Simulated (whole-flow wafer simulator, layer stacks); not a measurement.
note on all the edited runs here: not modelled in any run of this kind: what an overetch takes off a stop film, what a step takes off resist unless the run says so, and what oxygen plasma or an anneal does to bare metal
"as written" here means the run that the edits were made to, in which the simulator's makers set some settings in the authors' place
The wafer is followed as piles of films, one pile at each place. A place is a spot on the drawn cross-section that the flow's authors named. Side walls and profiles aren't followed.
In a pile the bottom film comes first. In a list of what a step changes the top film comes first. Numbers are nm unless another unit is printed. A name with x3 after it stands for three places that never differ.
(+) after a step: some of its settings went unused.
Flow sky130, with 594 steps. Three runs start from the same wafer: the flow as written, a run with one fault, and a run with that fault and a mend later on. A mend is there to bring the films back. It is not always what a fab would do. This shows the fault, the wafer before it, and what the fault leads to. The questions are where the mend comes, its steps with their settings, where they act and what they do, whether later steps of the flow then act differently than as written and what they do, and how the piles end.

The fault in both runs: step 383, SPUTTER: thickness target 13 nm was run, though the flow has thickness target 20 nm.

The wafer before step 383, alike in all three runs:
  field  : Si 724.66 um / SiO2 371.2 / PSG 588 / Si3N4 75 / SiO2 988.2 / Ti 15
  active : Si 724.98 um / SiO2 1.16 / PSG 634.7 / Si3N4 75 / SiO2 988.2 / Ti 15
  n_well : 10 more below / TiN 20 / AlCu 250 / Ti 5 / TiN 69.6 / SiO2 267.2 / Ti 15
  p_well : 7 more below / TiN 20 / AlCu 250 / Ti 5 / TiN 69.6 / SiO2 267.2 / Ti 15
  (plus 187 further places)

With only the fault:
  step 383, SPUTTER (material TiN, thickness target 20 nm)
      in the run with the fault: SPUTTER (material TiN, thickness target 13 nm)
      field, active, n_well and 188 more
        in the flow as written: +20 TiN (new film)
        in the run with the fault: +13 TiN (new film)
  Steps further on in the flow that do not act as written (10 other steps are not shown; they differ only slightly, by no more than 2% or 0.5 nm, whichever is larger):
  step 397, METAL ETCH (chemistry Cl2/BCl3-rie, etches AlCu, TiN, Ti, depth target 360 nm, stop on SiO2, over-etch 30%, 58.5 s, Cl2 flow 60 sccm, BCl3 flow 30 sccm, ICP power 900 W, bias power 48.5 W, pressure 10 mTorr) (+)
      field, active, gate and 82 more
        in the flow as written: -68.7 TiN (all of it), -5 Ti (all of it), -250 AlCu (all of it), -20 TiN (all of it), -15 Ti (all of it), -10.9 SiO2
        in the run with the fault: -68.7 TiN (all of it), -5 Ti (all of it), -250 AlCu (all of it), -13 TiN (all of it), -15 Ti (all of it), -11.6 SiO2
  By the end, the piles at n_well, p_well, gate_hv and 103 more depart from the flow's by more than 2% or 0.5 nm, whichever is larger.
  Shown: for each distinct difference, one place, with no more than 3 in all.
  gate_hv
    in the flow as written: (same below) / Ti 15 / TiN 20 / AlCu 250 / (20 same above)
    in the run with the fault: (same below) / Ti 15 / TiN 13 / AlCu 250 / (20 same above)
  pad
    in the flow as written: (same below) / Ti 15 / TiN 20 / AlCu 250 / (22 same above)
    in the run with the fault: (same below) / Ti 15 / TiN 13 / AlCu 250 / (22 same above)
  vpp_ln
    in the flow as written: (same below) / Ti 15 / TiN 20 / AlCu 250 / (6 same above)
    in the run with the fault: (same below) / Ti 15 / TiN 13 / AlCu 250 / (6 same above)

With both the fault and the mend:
  The mend stands after step 383.
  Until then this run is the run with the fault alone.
  step 383a, SPUTTER (material TiN, thickness target 7 nm) (the flow's step 383 again, with other settings)
      field, active, n_well and 188 more
        +7 TiN
  None of the later steps of the flow acts differently than as written at any place that is followed.
  At every place that both follow, the piles at the end match the flow's.
